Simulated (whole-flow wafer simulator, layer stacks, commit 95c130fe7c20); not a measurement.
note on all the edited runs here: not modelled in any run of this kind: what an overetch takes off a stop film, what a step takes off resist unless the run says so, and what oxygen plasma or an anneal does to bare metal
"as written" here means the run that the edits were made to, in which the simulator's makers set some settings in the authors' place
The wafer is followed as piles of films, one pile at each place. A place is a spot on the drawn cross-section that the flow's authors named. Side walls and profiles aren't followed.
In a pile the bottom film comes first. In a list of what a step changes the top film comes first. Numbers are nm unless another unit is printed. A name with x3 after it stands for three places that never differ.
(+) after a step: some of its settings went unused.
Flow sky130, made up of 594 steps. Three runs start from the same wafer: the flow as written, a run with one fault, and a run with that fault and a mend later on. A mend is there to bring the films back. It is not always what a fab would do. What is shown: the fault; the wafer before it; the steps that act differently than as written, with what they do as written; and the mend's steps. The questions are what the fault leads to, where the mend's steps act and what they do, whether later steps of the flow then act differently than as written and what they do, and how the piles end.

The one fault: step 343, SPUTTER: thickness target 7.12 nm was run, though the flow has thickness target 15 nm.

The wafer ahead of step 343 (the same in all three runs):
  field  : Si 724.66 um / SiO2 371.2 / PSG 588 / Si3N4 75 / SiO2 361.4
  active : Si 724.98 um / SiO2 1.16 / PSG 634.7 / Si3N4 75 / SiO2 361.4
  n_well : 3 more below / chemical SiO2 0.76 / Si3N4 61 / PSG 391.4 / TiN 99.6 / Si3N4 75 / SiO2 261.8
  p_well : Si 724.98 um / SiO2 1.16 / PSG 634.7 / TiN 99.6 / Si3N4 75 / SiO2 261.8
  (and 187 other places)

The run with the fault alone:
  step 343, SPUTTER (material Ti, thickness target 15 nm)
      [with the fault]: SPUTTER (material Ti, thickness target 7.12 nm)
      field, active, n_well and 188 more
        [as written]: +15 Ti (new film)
        [with the fault]: +7.12 Ti (new film)
  Steps further on in the flow that do not act as written (not shown: 15 more steps that differ only slightly, by at most 2% or 0.5 nm, whichever is larger):
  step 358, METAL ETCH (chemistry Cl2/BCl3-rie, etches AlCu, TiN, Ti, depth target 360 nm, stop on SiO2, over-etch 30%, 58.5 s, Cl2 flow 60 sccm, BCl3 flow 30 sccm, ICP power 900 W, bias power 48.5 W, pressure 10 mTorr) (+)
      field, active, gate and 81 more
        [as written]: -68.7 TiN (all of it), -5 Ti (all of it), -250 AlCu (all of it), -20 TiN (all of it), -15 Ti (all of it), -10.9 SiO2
        [with the fault]: -68.7 TiN (all of it), -5 Ti (all of it), -250 AlCu (all of it), -20 TiN (all of it), -7.12 Ti (all of it), -11.7 SiO2
  By the end, the piles at n_well, p_well, gate_hv and 104 more depart from the flow's by more than 2% or 0.5 nm, whichever is larger.
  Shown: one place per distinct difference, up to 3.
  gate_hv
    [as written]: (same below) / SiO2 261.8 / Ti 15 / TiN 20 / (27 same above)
    [with the fault]: (same below) / SiO2 261.8 / Ti 7.12 / TiN 20 / (27 same above)
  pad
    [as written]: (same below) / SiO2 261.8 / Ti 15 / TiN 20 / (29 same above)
    [with the fault]: (same below) / SiO2 261.8 / Ti 7.12 / TiN 20 / (29 same above)
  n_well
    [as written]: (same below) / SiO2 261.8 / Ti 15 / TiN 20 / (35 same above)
    [with the fault]: (same below) / SiO2 261.8 / Ti 7.12 / TiN 20 / (35 same above)

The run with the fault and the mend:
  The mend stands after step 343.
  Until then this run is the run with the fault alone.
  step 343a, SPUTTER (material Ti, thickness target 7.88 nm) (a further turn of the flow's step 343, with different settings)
      field, active, n_well and 188 more
        +7.88 Ti
  Every later step of the flow that is run acts as written at every place that is followed.
  The piles end the same as the flow's at every place that both follow.
